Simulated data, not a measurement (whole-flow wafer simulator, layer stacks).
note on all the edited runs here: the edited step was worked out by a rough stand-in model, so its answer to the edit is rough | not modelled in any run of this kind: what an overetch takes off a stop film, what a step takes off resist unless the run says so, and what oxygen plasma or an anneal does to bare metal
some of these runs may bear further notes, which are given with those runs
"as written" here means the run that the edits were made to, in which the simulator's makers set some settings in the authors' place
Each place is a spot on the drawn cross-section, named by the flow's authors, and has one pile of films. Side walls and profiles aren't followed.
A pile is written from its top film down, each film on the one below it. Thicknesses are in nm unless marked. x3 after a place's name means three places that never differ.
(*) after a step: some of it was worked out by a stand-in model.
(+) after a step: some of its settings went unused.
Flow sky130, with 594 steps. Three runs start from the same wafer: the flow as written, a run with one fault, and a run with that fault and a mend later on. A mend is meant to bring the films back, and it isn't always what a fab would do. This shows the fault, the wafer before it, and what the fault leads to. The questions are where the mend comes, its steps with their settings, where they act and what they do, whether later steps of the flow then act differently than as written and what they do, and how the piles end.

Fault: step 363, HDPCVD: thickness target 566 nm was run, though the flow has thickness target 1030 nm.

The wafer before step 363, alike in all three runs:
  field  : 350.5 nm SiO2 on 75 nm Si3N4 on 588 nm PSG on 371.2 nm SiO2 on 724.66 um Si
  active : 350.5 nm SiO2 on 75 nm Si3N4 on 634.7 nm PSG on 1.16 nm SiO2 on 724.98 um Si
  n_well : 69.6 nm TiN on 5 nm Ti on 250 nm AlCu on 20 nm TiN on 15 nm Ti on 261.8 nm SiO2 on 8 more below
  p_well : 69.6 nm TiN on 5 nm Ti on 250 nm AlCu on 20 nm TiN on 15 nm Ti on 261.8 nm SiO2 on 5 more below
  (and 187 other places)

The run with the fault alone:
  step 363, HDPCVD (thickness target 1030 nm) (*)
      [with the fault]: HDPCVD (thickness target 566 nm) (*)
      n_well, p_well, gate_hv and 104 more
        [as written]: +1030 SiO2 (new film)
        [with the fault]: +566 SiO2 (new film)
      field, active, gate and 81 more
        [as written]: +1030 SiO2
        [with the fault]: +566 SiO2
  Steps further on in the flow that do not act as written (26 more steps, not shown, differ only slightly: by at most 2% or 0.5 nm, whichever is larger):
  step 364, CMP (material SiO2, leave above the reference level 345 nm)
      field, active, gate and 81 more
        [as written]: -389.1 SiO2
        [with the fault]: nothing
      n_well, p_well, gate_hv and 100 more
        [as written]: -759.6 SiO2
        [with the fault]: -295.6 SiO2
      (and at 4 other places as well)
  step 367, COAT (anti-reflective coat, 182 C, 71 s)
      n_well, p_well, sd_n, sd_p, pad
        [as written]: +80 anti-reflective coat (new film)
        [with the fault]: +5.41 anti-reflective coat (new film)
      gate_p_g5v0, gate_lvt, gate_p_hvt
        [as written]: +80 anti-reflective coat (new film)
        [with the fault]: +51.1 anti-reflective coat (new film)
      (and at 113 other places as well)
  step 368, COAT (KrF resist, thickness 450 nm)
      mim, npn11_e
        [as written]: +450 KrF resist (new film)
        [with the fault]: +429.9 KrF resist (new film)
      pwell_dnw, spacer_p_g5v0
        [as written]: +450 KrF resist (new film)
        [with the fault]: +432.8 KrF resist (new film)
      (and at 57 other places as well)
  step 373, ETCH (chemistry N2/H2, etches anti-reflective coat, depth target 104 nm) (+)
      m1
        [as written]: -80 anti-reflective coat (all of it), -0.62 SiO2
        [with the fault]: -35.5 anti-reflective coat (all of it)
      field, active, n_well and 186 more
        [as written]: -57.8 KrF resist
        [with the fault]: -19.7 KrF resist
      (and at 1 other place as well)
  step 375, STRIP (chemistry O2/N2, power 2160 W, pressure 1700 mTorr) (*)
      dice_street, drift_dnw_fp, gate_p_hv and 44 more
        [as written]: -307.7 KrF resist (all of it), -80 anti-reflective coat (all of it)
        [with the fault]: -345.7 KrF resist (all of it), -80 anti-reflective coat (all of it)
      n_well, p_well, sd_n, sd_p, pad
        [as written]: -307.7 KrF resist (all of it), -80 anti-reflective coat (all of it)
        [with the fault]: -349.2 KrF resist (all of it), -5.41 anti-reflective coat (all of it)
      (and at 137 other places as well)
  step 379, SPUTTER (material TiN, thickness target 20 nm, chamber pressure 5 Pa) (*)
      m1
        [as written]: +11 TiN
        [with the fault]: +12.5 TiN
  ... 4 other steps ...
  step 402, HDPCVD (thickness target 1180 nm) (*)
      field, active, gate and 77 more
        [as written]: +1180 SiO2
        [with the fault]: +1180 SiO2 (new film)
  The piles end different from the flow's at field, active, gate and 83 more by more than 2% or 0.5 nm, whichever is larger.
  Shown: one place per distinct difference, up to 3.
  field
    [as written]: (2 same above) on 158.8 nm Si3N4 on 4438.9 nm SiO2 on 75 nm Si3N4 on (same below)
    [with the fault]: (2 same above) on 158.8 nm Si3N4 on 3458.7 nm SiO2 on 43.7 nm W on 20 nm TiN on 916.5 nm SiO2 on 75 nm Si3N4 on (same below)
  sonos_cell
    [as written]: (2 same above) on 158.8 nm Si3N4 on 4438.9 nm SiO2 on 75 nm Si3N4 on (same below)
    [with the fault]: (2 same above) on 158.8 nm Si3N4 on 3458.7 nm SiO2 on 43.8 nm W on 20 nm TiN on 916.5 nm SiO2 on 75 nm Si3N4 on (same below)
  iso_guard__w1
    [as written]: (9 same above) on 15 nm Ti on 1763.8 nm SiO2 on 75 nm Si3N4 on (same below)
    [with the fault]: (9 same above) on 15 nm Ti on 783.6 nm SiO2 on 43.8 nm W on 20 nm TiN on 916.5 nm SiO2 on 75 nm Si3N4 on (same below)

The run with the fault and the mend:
  The mend stands after step 363.
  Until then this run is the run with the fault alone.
  step 363a, HDPCVD (thickness target 464 nm) (*) (the flow's step 363 again, with other settings)
      field, active, n_well and 188 more
        +464 SiO2
  None of the later steps of the flow acts differently than as written at any place that is followed.
  At every place that both follow, the piles at the end match the flow's.
